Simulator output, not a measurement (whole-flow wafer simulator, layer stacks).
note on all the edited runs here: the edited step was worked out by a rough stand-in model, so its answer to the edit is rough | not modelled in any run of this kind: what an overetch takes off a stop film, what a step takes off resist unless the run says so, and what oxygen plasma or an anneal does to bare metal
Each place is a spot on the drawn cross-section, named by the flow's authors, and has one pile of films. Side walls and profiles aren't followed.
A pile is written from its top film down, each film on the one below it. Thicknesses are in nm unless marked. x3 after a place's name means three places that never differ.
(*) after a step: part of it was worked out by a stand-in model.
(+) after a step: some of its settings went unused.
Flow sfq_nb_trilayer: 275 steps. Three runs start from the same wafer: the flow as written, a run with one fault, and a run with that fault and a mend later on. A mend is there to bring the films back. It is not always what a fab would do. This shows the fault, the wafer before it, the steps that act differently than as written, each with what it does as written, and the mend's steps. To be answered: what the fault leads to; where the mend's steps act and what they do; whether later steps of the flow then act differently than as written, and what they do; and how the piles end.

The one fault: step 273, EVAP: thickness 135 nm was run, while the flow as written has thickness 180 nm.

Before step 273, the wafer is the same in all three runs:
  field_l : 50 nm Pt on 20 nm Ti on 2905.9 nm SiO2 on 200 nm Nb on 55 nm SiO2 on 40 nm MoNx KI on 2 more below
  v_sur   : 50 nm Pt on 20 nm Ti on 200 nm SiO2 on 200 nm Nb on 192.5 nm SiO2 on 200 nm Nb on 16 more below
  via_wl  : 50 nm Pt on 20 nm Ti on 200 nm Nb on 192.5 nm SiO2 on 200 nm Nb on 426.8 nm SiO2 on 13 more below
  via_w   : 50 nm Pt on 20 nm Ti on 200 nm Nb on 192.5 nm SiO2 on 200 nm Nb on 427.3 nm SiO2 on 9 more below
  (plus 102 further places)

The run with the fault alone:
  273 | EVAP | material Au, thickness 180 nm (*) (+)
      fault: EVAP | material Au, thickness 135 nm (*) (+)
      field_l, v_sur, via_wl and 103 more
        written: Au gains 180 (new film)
        fault: Au gains 135 (new film)
  Steps later in the flow that act otherwise than as written:
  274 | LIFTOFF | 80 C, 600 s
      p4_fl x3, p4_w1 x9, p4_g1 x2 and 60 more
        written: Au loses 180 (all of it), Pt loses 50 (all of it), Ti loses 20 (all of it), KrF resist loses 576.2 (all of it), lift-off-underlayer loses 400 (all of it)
        fault: Au loses 135 (all of it), Pt loses 50 (all of it), Ti loses 20 (all of it), KrF resist loses 576.2 (all of it), lift-off-underlayer loses 400 (all of it)
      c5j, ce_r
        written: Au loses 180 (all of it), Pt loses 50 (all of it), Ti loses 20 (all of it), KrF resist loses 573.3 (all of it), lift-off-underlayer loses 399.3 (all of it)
        fault: Au loses 135 (all of it), Pt loses 50 (all of it), Ti loses 20 (all of it), KrF resist loses 573.3 (all of it), lift-off-underlayer loses 399.3 (all of it)
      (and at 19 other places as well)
  The piles end different from the flow's at field_l, v_sur, via_wl and 8 more by more than 2% or 0.5 nm, whichever is larger.
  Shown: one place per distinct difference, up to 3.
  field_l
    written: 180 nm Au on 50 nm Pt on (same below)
    fault: 135 nm Au on 50 nm Pt on (same below)

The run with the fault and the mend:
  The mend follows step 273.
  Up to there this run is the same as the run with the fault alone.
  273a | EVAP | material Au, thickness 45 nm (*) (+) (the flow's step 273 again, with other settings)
      field_l, v_sur, via_wl and 103 more
        Au gains 45
  Later steps of the flow that are run all act as written at every place that is followed.
  At every place that both follow, the piles at the end match the flow's.
